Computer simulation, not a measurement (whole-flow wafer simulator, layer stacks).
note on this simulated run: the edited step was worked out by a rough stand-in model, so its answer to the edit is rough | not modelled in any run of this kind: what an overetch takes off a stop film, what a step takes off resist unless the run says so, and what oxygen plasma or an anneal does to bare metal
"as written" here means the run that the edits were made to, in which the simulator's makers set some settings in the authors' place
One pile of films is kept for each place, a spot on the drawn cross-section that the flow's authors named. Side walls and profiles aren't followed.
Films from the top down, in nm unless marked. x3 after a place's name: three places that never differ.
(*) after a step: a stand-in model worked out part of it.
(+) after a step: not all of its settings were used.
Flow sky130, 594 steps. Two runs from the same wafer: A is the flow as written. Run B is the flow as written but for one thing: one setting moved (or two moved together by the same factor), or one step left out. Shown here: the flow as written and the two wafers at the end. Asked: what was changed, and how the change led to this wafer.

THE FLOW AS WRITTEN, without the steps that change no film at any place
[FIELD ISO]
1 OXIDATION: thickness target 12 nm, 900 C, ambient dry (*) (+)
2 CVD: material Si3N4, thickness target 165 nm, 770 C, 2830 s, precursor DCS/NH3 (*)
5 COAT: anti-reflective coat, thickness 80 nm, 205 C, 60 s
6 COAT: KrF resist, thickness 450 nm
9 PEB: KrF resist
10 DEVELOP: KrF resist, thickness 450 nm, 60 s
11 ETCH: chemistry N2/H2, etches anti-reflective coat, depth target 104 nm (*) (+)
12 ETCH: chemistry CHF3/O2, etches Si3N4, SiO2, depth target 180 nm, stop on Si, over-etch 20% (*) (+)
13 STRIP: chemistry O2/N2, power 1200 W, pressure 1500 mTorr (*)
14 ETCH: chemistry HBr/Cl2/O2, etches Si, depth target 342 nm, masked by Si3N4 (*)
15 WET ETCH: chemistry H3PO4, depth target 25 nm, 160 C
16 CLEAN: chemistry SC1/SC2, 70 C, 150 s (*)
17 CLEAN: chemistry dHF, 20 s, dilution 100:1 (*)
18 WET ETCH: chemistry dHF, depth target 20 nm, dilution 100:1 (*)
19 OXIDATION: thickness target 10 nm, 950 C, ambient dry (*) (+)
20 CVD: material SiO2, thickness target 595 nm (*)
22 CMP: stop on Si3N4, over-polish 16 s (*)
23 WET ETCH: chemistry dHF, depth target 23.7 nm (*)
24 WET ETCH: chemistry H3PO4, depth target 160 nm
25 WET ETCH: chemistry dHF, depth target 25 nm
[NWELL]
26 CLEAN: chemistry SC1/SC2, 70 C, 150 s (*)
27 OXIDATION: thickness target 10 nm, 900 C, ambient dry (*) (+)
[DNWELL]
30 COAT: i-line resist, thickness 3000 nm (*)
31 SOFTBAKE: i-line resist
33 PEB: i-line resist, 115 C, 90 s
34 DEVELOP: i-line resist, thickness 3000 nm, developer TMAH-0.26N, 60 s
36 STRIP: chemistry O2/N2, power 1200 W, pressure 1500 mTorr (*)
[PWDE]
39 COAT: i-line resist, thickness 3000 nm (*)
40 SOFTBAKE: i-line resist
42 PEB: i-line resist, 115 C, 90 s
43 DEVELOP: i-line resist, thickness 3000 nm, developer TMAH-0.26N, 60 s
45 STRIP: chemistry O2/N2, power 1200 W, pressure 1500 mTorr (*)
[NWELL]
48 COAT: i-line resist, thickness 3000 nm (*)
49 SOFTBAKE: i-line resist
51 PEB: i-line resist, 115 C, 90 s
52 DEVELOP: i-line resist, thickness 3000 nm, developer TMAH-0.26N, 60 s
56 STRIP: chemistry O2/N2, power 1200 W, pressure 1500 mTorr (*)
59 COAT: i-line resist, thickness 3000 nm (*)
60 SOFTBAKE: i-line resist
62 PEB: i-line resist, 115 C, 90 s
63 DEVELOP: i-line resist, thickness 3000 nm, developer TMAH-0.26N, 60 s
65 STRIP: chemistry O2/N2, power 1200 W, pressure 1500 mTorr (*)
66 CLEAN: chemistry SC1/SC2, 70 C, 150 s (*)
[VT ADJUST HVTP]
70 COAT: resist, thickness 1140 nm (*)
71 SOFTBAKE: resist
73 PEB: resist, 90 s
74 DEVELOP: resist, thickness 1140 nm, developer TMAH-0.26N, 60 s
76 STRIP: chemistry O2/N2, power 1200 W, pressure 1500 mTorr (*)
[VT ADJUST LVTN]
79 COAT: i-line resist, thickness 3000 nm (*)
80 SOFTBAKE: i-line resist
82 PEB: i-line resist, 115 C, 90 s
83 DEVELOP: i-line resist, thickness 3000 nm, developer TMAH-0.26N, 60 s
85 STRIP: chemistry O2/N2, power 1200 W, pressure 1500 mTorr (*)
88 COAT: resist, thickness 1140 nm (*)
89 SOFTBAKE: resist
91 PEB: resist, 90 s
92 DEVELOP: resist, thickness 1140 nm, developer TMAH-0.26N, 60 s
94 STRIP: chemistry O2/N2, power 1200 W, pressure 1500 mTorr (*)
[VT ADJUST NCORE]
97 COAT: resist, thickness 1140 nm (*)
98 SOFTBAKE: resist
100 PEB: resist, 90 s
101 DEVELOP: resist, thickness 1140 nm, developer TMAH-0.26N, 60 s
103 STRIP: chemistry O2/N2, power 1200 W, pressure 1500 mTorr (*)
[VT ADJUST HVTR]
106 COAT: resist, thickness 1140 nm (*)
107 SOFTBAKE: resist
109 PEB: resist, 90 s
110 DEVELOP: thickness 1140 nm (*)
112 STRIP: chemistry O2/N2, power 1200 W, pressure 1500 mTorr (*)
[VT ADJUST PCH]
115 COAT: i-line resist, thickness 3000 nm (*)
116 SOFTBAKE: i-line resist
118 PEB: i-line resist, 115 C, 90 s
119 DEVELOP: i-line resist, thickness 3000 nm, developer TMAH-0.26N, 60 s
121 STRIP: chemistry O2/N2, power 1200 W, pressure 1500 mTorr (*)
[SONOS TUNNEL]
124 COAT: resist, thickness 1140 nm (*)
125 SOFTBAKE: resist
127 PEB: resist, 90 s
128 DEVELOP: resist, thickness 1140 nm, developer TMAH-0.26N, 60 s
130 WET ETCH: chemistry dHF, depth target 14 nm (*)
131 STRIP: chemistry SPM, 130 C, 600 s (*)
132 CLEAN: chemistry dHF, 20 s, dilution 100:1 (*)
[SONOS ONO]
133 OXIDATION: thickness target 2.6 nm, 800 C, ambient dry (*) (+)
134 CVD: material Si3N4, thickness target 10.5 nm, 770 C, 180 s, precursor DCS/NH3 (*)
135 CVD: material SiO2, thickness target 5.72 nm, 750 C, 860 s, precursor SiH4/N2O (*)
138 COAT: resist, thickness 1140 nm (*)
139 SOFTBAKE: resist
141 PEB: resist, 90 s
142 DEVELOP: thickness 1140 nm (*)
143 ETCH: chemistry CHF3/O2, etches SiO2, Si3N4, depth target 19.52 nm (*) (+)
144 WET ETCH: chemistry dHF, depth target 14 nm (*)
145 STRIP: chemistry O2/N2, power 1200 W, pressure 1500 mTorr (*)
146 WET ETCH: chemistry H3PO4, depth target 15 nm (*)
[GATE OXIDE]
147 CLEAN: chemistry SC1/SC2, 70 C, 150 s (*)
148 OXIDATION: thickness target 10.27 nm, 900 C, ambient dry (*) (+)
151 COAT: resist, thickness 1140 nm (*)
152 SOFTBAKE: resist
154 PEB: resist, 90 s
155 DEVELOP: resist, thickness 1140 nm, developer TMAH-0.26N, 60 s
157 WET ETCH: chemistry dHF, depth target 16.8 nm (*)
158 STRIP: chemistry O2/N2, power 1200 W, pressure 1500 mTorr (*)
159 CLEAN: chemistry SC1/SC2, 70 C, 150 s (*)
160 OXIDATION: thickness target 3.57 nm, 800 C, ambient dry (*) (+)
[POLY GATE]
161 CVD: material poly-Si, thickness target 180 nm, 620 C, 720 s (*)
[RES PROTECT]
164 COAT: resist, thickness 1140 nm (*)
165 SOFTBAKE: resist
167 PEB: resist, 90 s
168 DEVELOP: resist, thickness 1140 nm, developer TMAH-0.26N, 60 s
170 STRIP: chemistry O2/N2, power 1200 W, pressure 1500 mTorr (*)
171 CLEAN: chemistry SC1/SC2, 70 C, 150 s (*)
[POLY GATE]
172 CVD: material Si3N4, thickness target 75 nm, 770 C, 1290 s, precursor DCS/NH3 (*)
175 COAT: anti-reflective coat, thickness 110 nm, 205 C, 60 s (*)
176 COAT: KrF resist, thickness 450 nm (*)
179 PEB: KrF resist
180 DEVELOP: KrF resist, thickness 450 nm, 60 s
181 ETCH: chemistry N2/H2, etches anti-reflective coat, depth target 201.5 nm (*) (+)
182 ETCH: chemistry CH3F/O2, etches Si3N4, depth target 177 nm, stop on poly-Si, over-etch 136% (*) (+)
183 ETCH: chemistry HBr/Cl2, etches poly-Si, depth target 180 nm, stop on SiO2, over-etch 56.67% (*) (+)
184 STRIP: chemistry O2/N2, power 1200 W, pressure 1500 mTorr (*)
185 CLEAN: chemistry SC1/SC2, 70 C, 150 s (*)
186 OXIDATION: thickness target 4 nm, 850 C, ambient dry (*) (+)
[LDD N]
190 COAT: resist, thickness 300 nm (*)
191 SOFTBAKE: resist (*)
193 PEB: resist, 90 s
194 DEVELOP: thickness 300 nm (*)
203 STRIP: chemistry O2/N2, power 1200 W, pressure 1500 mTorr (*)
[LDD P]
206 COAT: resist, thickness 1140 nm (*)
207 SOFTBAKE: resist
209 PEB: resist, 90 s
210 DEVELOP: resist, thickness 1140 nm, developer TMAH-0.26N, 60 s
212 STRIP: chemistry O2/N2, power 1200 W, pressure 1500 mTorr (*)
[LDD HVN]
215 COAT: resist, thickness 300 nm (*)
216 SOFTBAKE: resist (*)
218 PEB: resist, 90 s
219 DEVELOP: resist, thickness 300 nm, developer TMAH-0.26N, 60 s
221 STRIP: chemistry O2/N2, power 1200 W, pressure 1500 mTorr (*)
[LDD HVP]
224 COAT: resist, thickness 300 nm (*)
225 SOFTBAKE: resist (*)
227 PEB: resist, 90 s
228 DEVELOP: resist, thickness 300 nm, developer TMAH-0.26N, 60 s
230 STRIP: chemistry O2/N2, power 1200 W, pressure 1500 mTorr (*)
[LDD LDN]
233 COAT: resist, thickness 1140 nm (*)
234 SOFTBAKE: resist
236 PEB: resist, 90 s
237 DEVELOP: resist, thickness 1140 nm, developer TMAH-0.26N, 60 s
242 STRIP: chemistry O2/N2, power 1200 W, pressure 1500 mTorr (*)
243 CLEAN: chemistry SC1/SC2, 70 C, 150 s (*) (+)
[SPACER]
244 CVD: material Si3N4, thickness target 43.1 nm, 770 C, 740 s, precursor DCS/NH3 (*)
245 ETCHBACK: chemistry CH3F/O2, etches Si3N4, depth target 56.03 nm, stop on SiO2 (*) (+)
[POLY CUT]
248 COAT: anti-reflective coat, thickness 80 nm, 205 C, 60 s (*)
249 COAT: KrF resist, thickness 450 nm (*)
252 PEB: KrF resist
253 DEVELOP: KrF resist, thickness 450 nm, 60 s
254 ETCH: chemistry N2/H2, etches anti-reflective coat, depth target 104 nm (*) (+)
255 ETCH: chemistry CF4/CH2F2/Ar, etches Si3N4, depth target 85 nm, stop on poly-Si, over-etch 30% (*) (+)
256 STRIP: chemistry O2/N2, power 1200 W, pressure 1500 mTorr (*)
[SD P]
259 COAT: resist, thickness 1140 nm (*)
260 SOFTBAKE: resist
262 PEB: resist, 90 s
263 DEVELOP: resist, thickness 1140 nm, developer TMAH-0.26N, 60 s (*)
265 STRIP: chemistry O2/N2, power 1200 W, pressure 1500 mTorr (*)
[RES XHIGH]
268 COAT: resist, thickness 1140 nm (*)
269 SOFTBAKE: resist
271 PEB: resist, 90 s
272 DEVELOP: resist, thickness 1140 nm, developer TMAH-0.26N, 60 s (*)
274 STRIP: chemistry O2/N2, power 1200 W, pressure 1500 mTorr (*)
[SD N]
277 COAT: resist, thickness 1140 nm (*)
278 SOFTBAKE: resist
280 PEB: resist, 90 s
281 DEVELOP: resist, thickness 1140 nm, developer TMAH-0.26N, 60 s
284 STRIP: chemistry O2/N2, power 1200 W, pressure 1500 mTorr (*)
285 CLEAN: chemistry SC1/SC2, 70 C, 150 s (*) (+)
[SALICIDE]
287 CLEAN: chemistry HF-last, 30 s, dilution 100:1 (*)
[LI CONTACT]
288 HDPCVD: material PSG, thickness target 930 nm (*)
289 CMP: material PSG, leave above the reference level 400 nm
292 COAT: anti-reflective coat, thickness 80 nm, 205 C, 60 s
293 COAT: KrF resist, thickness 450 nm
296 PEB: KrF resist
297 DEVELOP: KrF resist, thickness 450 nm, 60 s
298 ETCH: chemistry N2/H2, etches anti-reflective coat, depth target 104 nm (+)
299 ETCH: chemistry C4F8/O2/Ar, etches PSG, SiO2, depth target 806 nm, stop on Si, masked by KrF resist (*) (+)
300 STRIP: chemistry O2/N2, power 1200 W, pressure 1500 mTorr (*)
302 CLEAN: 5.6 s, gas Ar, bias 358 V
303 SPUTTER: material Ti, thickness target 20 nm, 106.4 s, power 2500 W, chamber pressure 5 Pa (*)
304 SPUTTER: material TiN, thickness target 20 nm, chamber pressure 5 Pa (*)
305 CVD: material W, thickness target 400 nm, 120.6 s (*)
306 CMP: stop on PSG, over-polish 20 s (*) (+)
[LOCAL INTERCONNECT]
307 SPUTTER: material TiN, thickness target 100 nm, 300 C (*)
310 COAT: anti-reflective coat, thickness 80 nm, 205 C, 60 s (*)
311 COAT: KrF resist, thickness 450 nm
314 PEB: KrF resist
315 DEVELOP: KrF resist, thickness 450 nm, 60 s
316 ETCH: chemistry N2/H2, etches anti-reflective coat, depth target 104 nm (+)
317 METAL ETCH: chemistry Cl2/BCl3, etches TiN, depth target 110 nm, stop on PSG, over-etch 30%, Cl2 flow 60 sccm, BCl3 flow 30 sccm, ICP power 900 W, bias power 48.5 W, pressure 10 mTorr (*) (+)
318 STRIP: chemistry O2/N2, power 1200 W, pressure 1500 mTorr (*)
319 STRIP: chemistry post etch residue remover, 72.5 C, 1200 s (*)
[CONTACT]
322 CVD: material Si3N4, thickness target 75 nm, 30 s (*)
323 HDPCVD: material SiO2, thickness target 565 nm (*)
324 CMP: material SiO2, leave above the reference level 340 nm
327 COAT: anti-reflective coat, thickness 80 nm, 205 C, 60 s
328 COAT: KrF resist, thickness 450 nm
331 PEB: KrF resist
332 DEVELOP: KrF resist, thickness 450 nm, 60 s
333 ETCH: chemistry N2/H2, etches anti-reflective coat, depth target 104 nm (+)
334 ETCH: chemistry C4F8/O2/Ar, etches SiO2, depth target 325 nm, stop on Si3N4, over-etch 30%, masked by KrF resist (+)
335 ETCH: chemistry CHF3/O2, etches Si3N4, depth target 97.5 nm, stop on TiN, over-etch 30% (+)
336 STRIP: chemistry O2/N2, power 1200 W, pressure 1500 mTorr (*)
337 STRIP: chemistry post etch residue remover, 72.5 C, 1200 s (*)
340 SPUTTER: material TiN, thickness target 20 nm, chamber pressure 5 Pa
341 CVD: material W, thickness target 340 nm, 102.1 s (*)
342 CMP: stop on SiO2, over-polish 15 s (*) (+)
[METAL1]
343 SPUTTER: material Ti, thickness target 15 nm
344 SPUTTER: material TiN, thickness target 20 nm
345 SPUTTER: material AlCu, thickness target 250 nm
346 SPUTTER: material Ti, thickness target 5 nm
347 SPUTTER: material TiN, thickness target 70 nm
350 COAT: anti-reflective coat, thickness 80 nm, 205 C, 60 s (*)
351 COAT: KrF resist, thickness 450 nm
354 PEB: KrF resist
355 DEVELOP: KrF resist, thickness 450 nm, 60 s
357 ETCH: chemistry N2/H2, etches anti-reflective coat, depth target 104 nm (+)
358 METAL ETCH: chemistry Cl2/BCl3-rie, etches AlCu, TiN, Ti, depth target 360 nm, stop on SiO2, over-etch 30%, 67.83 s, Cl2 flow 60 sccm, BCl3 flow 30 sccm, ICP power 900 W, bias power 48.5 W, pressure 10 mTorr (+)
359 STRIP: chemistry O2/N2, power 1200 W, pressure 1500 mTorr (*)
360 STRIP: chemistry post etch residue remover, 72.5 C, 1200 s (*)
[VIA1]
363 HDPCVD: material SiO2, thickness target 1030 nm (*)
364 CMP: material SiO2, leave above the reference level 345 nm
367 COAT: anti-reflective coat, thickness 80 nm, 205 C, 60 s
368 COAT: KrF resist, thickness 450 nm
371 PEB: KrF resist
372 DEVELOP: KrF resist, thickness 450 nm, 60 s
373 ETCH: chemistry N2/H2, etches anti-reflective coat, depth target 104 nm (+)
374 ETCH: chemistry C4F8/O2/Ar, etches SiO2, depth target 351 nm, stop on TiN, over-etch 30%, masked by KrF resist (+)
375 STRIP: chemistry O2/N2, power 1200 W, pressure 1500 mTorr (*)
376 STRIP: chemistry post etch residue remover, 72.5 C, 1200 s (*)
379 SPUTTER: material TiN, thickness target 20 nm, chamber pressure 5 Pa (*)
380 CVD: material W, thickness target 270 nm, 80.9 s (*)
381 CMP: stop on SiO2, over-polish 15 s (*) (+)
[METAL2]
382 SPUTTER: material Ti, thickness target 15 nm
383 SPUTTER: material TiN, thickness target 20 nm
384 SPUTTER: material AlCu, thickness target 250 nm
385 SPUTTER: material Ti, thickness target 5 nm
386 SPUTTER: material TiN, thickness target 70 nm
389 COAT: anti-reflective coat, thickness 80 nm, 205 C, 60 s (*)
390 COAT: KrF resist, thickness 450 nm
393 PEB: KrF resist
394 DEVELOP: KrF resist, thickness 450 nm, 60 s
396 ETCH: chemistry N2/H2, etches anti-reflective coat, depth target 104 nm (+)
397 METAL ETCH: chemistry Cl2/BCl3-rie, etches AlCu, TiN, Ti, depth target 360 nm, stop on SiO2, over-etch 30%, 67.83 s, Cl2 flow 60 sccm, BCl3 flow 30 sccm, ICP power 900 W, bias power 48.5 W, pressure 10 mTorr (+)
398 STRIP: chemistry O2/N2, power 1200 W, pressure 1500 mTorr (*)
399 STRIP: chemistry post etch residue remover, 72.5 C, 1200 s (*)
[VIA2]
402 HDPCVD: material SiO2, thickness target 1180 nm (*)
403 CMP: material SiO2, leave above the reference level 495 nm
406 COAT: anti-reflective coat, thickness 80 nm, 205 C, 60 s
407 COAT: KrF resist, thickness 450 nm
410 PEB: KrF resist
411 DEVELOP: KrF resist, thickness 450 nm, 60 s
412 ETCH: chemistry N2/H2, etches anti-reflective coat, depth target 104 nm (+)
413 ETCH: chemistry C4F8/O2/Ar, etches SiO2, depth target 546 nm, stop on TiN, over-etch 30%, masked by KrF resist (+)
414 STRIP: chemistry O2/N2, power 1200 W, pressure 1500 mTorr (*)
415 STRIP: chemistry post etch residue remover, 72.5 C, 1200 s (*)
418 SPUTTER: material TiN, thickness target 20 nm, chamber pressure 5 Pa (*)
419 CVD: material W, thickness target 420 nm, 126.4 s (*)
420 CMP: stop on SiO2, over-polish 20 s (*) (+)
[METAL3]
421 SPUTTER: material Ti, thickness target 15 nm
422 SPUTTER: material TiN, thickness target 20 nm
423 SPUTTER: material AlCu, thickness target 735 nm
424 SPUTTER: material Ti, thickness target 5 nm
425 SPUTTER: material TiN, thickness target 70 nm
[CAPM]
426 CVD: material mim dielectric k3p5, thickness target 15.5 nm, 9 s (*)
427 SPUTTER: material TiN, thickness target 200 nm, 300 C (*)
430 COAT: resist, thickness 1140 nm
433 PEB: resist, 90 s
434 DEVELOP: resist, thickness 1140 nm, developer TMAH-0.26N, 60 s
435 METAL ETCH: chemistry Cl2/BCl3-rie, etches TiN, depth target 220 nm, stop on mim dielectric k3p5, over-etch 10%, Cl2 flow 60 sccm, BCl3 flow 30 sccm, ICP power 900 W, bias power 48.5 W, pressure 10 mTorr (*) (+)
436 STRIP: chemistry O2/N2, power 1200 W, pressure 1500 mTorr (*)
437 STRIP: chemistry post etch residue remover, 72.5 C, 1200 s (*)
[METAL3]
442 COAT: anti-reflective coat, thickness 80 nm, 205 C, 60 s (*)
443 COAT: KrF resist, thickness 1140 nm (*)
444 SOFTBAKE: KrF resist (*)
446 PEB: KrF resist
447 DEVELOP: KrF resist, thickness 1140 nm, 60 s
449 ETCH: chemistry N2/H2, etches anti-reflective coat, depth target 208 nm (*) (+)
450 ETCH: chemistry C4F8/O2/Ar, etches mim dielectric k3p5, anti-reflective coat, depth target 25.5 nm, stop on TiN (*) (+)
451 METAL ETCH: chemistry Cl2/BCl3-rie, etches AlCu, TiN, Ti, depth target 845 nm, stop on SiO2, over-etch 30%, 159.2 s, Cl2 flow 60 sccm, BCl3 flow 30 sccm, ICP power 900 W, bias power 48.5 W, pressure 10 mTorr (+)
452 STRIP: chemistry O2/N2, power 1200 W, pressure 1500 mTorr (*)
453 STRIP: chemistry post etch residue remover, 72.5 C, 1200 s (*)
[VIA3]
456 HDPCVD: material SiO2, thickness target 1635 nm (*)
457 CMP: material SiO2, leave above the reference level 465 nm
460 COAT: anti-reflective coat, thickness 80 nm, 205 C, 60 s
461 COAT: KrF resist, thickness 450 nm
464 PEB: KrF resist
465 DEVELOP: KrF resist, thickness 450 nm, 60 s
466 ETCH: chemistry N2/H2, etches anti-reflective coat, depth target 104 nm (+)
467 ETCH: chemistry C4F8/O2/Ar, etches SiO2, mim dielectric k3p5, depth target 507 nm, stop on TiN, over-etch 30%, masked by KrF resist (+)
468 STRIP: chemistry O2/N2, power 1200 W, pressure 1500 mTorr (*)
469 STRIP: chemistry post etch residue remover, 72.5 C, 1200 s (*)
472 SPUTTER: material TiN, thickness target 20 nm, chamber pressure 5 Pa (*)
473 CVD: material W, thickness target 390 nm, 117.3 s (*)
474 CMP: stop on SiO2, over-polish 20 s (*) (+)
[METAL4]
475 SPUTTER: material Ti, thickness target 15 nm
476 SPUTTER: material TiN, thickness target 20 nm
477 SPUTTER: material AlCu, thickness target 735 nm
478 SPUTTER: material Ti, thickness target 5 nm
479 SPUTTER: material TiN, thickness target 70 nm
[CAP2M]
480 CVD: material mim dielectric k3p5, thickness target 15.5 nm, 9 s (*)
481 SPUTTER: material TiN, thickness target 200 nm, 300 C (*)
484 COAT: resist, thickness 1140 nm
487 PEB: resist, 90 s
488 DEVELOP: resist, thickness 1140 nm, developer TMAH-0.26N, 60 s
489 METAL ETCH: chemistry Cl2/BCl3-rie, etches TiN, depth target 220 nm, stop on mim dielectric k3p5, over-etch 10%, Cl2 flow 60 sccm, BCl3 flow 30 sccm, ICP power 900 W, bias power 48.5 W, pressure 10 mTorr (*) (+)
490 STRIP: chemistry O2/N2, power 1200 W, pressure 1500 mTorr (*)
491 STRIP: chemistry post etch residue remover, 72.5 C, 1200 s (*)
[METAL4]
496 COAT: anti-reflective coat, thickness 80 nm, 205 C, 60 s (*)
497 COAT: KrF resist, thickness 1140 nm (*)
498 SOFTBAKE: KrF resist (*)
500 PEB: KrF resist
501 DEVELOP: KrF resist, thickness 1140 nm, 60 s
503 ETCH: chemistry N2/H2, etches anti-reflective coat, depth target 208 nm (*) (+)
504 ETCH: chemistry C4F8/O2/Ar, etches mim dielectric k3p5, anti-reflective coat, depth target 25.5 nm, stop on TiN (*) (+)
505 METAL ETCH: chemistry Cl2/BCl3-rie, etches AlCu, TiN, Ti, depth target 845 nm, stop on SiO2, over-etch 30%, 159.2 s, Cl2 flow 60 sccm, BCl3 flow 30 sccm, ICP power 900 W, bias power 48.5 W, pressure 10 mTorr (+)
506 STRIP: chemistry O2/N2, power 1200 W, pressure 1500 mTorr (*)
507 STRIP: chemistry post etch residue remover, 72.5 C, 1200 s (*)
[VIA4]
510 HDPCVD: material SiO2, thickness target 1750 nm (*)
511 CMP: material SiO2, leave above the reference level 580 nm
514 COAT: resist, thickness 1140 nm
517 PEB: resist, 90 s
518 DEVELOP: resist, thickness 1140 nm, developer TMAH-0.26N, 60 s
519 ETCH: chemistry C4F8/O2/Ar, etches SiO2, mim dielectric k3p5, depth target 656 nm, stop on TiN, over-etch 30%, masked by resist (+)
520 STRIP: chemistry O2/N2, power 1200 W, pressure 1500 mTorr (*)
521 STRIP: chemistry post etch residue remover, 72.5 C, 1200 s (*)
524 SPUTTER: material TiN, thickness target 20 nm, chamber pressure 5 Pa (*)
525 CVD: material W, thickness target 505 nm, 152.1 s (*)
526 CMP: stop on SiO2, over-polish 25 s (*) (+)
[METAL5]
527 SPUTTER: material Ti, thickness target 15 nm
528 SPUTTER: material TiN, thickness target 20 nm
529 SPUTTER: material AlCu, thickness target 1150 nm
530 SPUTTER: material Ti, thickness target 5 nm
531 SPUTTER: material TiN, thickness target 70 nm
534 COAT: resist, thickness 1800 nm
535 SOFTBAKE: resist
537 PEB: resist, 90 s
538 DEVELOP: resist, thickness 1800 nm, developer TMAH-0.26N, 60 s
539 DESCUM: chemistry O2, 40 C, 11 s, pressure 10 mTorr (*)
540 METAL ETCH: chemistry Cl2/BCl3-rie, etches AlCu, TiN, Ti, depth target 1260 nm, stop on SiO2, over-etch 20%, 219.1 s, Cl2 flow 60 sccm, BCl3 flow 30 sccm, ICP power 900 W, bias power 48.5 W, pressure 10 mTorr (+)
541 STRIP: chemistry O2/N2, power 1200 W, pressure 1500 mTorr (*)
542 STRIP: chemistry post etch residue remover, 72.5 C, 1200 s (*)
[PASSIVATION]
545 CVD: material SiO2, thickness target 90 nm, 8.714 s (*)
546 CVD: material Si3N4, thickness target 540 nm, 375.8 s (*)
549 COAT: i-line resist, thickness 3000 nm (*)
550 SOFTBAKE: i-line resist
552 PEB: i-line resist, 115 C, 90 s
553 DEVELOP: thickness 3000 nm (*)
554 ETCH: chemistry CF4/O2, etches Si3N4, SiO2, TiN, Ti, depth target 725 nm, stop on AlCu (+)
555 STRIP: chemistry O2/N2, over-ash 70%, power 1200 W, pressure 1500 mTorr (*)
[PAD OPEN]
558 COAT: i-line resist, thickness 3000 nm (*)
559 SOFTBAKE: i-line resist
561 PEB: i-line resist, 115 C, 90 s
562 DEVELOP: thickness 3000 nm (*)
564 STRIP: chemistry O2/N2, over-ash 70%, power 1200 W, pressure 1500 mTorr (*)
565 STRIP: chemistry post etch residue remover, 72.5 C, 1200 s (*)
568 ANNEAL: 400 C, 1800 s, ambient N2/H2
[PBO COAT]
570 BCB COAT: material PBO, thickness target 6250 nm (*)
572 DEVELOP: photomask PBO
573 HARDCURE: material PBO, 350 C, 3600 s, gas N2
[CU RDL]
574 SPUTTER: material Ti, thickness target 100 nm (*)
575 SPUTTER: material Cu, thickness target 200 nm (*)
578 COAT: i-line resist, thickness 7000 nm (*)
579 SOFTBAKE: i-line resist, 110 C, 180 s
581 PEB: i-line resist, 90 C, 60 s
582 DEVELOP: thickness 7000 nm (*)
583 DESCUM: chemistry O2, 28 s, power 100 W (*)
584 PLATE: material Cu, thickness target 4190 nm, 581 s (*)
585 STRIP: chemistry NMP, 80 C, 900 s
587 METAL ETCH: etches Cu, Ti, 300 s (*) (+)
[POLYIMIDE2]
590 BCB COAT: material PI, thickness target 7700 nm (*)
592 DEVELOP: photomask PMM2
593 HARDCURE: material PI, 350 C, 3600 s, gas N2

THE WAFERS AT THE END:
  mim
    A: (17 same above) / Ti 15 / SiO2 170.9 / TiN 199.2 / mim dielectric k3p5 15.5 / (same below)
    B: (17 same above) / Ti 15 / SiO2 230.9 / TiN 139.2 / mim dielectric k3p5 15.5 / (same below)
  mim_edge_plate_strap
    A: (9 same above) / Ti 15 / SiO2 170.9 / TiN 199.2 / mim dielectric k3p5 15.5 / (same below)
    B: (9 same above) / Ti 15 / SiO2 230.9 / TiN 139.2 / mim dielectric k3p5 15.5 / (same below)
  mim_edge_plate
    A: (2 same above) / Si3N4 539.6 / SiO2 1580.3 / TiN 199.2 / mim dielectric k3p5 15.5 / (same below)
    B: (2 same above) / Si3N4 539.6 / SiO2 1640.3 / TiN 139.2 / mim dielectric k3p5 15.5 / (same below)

The cause: step 427, SPUTTER: thickness target 140 nm was run, where the flow has thickness target 200 nm.

How the change led to this, step by step:
  427 SPUTTER: material TiN, thickness target 200 nm, 300 C (*)
      field, active, n_well and 188 more: A TiN +200 (new film) | B TiN +140 (new film)
  435 METAL ETCH: chemistry Cl2/BCl3-rie, etches TiN, depth target 220 nm, stop on mim dielectric k3p5, over-etch 10%, Cl2 flow 60 sccm, BCl3 flow 30 sccm, ICP power 900 W, bias power 48.5 W, pressure 10 mTorr (*) (+)
      field, active, n_well and 185 more: A TiN -200 (all of it) | B TiN -140 (all of it)
      mim, mim_edge_plate_strap, mim_edge_plate: A resist -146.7 | B resist -102.7
  436 STRIP: chemistry O2/N2, power 1200 W, pressure 1500 mTorr (*)
      mim, mim_edge_plate_strap, mim_edge_plate: A resist -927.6 (all of it) | B resist -971.6 (all of it)
  442 COAT: anti-reflective coat, thickness 80 nm, 205 C, 60 s (*)
      poly_licon, rpo_hd_licon: A anti-reflective coat +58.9 (new film) | B anti-reflective coat +75.4 (new film)
      mim: A anti-reflective coat +38 (new film) | B anti-reflective coat +28.6 (new film)
      (and at 6 more places)
  443 COAT: KrF resist, thickness 1140 nm (*)
      mim_edge_plate_strap, mim_edge_plate: A KrF resist +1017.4 (new film) | B KrF resist +1077.4 (new film)
      mim: A KrF resist +1027.5 (new film) | B KrF resist +1078.5 (new film)
      (and at 1 more place)
  449 ETCH: chemistry N2/H2, etches anti-reflective coat, depth target 208 nm (*) (+)
      poly_licon, rpo_hd_licon: A anti-reflective coat -58.9 (all of it) | B anti-reflective coat -75.4 (all of it)
      rpo_hd: A anti-reflective coat -61.7 (all of it) | B anti-reflective coat -72.4 (all of it)
      (and at 2 more places)
  452 STRIP: chemistry O2/N2, power 1200 W, pressure 1500 mTorr (*)
      mim_edge_plate_strap, mim_edge_plate: A KrF resist -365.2 (all of it), anti-reflective coat -3 (all of it) | B KrF resist -424.7 (all of it), anti-reflective coat -3 (all of it)
      mim: A KrF resist -375.2 (all of it), anti-reflective coat -38 (all of it) | B KrF resist -425.9 (all of it), anti-reflective coat -28.6 (all of it)
      (and at 3 more places)
  457 CMP: material SiO2, leave above the reference level 465 nm
      mim, mim_edge_plate_strap, mim_edge_plate: A SiO2 -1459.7 | B SiO2 -1399.7
